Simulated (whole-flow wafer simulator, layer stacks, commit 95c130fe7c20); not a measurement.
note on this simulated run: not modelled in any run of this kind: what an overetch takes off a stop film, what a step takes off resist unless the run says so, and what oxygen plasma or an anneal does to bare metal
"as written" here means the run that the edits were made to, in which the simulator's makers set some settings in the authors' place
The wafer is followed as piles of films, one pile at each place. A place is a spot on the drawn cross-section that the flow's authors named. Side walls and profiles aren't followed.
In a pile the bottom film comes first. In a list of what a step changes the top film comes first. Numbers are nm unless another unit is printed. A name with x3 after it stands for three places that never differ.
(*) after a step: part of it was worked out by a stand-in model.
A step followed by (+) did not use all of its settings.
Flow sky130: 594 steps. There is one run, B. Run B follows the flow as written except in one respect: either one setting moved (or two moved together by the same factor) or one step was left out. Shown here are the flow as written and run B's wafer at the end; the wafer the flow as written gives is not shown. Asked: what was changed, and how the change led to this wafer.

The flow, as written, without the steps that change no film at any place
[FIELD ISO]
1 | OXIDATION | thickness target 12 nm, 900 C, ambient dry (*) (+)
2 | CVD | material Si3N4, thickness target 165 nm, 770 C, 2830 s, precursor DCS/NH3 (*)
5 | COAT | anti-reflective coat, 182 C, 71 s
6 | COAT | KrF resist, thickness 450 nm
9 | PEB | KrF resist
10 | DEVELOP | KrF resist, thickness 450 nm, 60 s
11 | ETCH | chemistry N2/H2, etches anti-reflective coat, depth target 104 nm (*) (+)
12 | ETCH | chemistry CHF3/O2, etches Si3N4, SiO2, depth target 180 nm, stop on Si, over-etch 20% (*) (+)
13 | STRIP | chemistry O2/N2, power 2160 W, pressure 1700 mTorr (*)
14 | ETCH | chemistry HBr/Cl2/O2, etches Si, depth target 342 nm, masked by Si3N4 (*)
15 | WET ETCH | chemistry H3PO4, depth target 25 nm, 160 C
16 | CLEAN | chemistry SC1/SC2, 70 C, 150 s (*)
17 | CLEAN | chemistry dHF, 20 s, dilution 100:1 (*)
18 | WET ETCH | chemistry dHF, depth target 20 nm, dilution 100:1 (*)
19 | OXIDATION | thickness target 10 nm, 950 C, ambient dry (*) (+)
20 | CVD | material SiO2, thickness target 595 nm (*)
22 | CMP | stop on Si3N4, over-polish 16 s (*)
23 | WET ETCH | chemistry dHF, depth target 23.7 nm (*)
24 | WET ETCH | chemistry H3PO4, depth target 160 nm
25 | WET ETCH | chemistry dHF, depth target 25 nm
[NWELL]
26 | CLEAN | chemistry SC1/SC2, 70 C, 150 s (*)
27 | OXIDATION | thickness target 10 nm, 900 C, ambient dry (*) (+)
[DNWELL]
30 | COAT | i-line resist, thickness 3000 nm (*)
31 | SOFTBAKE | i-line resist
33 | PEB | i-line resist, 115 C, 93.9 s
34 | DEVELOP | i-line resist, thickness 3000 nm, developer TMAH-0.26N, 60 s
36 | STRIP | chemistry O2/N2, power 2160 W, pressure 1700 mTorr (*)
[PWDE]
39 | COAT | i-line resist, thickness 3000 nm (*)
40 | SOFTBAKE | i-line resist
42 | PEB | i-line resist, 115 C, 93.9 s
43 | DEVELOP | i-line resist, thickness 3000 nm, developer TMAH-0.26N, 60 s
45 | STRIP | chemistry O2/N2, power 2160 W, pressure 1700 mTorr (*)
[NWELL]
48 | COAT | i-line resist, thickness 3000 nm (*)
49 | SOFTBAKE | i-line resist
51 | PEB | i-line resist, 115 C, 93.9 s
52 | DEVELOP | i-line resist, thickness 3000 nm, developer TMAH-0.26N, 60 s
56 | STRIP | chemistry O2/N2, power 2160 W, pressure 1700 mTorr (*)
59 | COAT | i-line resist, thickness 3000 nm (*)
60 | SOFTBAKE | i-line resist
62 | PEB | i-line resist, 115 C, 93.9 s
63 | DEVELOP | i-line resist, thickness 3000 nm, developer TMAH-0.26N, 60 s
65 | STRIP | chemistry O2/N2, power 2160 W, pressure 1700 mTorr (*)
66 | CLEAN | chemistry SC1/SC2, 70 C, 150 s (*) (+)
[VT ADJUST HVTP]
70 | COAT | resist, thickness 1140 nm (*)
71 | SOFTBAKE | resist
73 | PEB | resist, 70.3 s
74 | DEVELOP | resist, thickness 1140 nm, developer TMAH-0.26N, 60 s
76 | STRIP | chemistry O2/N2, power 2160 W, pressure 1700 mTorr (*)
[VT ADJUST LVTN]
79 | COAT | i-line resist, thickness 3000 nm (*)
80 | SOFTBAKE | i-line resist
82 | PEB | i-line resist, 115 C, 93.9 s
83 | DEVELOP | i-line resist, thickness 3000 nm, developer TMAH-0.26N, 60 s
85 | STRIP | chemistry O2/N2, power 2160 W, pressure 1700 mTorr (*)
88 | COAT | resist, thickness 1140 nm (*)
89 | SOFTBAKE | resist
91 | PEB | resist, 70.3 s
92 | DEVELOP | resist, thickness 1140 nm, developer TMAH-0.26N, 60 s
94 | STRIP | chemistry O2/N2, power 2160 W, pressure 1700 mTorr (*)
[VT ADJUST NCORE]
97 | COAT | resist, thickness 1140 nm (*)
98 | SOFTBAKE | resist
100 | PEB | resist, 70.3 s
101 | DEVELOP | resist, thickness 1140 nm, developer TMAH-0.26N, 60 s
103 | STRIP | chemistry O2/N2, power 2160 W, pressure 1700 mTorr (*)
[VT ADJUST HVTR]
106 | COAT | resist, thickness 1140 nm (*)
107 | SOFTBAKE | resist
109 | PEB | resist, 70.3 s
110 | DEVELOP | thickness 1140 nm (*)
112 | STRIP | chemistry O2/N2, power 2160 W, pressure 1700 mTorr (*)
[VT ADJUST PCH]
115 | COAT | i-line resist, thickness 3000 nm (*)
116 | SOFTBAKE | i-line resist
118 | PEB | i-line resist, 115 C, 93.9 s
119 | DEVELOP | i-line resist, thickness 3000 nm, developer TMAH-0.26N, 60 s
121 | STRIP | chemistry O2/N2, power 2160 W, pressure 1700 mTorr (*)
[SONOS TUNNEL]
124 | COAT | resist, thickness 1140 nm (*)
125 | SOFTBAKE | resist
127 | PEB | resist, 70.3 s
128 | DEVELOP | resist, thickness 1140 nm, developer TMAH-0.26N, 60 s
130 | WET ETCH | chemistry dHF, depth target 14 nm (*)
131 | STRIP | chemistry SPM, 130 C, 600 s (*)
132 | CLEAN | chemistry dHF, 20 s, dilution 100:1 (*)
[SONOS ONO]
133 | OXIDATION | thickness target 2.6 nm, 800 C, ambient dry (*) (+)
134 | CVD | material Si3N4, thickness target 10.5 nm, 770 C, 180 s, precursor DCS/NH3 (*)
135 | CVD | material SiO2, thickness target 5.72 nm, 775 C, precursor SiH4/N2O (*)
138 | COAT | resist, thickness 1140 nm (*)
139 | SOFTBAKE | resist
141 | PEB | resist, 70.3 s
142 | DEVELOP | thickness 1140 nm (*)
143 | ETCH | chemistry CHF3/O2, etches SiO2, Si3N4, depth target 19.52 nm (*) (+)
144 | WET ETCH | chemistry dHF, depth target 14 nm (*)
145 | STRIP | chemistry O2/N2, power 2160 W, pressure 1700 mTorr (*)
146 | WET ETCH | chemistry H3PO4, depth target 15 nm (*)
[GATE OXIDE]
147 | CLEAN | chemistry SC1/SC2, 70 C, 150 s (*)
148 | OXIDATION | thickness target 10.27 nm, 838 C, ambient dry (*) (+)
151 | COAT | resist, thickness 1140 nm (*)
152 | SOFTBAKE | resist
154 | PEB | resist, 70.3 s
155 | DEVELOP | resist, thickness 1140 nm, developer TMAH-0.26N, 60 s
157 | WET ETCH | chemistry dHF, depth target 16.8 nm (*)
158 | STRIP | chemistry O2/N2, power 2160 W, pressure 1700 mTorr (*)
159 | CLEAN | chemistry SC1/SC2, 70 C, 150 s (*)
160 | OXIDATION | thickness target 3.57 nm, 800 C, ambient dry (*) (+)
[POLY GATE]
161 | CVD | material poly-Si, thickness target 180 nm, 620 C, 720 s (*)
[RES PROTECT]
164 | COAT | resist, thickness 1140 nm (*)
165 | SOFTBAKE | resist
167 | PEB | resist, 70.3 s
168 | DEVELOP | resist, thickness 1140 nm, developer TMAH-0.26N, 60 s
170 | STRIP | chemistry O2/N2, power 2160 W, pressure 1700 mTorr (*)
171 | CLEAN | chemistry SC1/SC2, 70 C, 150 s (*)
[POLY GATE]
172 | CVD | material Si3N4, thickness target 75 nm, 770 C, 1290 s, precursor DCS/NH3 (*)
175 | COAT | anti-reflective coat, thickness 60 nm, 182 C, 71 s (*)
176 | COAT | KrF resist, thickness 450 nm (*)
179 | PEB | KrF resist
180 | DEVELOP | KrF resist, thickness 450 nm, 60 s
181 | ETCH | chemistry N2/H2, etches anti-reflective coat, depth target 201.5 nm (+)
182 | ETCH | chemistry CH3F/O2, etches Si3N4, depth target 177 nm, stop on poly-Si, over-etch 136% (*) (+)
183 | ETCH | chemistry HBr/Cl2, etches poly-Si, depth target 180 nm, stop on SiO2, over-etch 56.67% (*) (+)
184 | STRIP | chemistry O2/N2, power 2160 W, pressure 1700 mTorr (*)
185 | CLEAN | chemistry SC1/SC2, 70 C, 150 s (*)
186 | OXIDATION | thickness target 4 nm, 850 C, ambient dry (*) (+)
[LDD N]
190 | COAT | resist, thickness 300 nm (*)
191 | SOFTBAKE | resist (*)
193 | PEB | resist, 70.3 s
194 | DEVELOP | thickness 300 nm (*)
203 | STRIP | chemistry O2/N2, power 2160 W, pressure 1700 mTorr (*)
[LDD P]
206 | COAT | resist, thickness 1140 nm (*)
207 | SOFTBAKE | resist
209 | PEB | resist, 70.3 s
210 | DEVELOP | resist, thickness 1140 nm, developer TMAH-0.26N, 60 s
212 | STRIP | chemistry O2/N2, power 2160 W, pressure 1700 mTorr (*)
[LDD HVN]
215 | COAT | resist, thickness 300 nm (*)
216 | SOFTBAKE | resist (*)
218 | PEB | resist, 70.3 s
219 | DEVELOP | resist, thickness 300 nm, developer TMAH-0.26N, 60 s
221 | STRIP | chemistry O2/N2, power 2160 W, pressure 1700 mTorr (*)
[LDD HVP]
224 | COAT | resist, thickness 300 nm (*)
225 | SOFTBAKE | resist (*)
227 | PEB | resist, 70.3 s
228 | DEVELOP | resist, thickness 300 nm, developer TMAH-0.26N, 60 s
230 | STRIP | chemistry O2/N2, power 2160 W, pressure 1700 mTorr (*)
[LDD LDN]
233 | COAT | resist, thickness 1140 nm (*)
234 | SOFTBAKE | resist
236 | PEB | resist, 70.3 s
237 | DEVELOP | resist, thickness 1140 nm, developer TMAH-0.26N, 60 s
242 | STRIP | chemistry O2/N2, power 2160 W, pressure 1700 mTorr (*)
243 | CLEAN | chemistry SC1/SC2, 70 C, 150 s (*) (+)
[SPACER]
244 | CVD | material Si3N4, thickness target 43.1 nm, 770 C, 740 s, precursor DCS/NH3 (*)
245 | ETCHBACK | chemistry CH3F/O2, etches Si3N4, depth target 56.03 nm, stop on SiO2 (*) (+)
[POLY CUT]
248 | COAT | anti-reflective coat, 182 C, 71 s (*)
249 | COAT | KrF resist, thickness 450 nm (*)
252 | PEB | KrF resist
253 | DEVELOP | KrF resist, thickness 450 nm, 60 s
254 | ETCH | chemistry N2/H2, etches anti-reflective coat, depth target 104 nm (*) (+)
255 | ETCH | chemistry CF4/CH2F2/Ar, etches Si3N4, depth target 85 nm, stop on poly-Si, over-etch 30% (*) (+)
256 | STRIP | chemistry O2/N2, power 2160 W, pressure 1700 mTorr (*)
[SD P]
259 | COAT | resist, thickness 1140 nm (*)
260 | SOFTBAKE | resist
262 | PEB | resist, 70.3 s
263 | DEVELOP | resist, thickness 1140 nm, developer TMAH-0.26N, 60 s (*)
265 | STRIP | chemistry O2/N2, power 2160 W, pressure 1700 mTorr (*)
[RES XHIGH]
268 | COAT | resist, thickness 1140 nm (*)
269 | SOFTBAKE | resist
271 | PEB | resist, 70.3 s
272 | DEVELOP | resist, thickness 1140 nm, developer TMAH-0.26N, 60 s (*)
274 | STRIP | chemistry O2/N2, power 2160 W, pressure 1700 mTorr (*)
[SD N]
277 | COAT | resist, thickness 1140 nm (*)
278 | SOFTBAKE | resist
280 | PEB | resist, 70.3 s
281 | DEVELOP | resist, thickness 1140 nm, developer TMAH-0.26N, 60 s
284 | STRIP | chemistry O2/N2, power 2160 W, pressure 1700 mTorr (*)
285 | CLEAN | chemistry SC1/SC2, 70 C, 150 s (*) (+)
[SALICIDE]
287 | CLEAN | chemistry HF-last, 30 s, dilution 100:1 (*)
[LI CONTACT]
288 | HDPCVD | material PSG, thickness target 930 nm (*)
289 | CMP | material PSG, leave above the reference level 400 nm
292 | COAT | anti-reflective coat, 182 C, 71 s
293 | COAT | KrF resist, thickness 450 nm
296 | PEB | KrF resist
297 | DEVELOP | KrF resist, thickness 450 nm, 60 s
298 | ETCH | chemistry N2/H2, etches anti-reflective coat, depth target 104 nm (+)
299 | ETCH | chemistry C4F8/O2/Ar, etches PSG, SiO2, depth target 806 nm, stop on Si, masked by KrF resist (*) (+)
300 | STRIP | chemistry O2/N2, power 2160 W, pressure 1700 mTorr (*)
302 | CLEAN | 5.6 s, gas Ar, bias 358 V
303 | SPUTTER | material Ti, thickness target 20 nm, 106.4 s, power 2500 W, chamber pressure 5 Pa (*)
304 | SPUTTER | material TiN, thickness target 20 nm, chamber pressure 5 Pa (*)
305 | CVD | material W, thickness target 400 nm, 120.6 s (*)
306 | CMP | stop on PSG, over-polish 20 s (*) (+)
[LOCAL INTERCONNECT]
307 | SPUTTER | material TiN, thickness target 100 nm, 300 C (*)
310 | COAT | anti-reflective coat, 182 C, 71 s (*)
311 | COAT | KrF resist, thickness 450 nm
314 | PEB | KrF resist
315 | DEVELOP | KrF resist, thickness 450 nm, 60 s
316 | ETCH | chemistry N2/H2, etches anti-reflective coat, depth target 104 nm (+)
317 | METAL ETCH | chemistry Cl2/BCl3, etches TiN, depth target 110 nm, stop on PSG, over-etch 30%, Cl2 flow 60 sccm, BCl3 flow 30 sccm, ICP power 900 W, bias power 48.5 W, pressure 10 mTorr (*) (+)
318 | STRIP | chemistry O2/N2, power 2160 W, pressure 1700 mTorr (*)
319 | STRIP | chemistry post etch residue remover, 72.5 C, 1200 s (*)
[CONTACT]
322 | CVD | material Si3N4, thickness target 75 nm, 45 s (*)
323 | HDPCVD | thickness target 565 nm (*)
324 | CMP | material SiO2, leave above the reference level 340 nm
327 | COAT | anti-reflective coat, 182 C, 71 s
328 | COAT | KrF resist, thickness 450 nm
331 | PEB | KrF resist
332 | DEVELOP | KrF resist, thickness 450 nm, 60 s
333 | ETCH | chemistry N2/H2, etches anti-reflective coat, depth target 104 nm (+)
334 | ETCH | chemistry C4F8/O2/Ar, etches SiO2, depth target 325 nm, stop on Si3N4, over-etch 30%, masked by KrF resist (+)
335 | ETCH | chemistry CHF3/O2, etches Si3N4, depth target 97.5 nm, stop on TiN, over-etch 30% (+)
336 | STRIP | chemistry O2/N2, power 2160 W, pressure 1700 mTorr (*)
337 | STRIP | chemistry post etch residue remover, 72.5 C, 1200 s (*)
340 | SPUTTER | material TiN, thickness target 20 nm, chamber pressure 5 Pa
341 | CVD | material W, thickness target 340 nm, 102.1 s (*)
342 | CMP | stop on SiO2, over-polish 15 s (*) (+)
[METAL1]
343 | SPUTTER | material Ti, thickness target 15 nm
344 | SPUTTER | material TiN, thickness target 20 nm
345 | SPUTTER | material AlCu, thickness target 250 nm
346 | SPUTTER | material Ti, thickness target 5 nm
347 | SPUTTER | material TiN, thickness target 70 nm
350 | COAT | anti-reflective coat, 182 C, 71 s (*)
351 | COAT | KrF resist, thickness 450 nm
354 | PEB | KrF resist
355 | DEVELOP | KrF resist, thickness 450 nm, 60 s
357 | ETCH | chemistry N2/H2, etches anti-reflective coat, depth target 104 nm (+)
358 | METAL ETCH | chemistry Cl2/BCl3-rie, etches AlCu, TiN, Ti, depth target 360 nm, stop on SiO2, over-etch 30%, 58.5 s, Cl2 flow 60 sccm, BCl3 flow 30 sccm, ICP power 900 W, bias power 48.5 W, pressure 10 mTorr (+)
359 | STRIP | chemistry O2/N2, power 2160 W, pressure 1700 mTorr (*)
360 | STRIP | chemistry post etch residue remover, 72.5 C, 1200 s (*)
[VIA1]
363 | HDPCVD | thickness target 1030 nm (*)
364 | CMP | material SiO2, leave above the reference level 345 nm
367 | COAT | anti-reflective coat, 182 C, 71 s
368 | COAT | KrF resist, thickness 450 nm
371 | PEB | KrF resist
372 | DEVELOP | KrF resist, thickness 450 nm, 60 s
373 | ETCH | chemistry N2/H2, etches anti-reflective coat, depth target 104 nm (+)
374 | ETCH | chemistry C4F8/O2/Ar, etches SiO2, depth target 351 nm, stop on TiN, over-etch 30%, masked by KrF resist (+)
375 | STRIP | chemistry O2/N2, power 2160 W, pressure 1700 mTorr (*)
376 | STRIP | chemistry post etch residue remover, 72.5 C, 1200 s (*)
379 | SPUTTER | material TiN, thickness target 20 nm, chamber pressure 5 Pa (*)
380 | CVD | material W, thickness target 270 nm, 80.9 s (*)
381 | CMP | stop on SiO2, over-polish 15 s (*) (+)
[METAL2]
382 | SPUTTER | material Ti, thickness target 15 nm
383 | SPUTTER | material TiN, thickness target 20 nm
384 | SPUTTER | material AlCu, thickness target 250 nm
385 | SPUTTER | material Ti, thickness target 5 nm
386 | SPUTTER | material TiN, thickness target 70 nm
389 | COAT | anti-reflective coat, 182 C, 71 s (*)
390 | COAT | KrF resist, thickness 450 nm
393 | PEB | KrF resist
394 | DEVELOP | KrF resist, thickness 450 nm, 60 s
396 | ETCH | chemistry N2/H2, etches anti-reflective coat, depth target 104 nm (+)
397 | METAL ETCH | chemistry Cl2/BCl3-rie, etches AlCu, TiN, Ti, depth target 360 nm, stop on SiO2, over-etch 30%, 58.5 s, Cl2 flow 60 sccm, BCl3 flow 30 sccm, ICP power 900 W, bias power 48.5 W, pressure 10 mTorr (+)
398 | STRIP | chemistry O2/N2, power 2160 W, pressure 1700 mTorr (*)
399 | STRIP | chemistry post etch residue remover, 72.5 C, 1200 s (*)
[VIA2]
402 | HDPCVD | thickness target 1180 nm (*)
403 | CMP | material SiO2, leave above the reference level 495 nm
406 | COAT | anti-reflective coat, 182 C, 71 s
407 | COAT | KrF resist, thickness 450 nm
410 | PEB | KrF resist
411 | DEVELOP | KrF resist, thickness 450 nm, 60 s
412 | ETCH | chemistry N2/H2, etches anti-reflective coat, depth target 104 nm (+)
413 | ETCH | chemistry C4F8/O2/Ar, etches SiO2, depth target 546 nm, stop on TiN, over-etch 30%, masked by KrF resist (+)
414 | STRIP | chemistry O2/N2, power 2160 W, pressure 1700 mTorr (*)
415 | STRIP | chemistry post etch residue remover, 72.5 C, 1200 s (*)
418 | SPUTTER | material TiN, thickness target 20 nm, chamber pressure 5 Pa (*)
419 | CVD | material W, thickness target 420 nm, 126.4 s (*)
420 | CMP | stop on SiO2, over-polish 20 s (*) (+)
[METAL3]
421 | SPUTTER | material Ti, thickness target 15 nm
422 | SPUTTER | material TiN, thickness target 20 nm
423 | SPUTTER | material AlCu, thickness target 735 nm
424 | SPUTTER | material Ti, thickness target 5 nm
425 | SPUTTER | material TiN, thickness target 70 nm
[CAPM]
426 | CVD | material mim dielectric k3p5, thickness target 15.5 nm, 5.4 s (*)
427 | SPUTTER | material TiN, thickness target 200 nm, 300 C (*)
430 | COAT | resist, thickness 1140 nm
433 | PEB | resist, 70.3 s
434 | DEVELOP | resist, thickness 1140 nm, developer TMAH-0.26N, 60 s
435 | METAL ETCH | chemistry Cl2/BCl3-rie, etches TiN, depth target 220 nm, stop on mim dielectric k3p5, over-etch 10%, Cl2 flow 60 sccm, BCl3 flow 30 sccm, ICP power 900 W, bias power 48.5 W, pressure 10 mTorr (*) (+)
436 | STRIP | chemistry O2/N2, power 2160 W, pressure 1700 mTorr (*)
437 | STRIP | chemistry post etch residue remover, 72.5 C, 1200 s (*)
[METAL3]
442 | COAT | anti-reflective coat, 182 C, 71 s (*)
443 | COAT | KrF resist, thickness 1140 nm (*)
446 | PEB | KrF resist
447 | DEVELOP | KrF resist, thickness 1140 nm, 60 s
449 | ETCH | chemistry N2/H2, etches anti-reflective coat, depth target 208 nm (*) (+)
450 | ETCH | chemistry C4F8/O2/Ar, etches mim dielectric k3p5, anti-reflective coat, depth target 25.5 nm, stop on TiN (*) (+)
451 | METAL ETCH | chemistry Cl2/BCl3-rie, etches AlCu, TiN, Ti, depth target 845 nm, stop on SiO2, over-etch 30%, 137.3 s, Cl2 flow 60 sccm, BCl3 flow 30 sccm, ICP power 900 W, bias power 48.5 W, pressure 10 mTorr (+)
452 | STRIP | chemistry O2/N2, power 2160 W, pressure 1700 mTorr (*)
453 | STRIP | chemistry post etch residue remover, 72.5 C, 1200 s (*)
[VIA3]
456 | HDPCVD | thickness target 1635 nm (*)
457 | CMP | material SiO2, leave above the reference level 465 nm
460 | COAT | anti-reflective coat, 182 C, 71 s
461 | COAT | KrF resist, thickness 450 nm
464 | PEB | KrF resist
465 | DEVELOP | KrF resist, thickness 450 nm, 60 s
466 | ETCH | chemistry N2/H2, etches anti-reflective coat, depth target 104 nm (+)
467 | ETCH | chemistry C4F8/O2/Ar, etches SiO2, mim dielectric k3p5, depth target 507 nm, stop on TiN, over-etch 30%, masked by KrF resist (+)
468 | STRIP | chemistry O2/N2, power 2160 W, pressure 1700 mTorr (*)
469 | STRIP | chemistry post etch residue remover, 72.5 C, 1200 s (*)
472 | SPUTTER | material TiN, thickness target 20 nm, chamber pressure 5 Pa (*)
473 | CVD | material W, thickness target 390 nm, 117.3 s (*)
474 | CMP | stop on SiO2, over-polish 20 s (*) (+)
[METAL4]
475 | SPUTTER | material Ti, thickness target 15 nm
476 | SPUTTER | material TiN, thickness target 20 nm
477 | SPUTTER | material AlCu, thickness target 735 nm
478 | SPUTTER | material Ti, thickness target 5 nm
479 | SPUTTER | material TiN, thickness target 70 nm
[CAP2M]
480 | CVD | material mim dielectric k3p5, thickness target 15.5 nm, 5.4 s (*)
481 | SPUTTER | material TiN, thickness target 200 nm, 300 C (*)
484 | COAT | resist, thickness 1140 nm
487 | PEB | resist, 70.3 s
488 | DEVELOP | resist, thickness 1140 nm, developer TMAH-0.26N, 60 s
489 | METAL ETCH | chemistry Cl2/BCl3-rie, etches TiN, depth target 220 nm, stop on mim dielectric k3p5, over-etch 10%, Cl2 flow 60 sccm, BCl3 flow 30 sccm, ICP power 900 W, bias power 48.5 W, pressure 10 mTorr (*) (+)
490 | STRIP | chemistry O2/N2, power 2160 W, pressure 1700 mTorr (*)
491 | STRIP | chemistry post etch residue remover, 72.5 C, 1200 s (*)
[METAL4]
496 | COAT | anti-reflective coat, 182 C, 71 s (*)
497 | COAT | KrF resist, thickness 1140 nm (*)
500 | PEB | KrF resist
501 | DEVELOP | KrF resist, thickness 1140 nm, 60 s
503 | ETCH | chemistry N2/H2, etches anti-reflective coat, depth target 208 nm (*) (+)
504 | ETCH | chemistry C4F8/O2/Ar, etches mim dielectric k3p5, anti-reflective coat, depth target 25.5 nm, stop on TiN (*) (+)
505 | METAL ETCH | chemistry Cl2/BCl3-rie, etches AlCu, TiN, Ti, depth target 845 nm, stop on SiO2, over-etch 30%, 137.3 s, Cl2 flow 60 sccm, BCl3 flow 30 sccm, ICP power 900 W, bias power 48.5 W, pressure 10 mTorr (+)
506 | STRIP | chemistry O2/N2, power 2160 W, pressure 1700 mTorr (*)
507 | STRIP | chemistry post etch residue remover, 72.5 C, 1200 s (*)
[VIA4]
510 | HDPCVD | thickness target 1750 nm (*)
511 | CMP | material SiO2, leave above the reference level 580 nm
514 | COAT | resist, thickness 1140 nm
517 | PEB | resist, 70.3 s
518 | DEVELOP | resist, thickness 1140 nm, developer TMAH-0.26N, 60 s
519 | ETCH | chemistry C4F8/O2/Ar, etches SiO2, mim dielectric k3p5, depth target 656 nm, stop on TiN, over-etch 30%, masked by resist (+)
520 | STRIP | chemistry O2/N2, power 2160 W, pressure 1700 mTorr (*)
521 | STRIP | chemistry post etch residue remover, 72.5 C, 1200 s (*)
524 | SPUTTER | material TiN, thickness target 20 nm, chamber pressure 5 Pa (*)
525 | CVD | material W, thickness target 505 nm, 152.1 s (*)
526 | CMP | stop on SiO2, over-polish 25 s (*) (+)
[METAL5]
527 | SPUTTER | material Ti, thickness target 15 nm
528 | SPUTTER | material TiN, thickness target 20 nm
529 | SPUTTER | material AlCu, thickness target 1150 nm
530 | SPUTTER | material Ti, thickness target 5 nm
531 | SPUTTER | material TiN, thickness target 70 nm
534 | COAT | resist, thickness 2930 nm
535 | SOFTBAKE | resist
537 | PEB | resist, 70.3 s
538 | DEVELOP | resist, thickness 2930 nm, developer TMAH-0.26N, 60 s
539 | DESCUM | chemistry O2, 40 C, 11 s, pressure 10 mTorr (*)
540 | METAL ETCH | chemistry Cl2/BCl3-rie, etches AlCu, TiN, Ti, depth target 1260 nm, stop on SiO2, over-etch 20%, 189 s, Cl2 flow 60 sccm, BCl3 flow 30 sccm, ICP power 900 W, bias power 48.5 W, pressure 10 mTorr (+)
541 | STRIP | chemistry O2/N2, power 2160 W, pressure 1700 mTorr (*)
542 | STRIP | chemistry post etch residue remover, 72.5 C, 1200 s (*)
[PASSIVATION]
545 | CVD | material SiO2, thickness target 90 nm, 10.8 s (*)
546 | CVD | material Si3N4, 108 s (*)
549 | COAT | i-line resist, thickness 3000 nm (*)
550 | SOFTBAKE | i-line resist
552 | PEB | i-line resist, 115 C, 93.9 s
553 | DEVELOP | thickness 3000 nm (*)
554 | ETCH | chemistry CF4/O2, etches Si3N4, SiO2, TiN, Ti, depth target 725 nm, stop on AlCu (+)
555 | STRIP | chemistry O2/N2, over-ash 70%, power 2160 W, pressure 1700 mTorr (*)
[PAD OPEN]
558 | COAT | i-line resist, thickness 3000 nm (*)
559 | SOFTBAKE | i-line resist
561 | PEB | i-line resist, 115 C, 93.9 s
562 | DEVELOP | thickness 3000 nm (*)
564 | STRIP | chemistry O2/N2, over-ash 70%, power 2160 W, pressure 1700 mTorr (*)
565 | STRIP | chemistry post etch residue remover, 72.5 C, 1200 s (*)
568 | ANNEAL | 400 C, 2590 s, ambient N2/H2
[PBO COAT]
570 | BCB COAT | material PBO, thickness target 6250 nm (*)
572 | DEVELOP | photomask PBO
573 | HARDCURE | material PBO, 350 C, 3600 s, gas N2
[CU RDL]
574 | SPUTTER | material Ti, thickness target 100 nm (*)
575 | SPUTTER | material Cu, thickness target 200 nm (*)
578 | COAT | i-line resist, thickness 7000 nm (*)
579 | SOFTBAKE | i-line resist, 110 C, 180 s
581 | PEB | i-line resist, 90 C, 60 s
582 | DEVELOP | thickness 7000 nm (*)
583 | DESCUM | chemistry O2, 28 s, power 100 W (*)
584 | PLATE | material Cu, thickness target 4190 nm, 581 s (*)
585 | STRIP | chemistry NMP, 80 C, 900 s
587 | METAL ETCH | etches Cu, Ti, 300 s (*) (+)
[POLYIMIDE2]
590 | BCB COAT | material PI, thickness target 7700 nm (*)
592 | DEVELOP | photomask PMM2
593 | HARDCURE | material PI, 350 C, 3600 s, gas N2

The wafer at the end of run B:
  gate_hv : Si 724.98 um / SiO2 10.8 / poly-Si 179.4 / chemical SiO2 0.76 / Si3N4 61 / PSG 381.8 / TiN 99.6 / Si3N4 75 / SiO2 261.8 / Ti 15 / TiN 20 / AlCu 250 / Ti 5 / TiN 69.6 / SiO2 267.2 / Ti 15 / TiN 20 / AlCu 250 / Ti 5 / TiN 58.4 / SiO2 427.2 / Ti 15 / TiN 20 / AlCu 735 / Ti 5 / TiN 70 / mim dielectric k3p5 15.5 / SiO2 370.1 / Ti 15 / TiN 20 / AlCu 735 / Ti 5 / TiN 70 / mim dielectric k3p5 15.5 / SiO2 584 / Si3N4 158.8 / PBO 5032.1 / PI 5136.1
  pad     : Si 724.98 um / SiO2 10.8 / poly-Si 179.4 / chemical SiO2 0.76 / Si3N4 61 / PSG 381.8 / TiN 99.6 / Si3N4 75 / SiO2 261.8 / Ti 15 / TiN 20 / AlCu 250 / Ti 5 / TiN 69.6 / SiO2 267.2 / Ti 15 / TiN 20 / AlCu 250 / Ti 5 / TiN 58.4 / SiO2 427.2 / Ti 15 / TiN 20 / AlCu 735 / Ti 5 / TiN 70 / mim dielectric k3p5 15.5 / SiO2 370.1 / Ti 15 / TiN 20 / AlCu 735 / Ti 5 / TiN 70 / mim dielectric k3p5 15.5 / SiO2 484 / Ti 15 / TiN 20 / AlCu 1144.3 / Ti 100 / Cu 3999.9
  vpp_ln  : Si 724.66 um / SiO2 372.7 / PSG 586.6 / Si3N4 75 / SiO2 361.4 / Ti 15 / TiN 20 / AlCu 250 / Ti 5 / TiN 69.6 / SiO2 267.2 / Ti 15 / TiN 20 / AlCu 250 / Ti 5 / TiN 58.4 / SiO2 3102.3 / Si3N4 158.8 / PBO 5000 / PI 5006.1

The reason: step 386, SPUTTER: thickness target 58.8 nm was run, while the flow as written has thickness target 70 nm.

How this came from the change, step by step:
  386 | SPUTTER | material TiN, thickness target 70 nm
      field, active, n_well and 188 more: TiN gains 58.8 (new film) (in the flow as written it would be: TiN gains 70 (new film))
  397 | METAL ETCH | chemistry Cl2/BCl3-rie, etches AlCu, TiN, Ti, depth target 360 nm, stop on SiO2, over-etch 30%, 58.5 s, Cl2 flow 60 sccm, BCl3 flow 30 sccm, ICP power 900 W, bias power 48.5 W, pressure 10 mTorr (+)
      field, active, gate and 82 more: TiN loses 57.5 (all of it), Ti loses 5 (all of it), AlCu loses 250 (all of it), TiN loses 20 (all of it), Ti loses 15 (all of it), SiO2 loses 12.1 (in the flow as written it would be: TiN loses 68.7 (all of it), Ti loses 5 (all of it), AlCu loses 250 (all of it), TiN loses 20 (all of it), Ti loses 15 (all of it), SiO2 loses 10.9)
  413 | ETCH | chemistry C4F8/O2/Ar, etches SiO2, depth target 546 nm, stop on TiN, over-etch 30%, masked by KrF resist (+)
      m1: SiO2 loses 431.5 (all of it) (in the flow as written it would be: SiO2 loses 420.3 (all of it))
      via2_hole: SiO2 loses 431 (all of it) (in the flow as written it would be: SiO2 loses 419.8 (all of it))
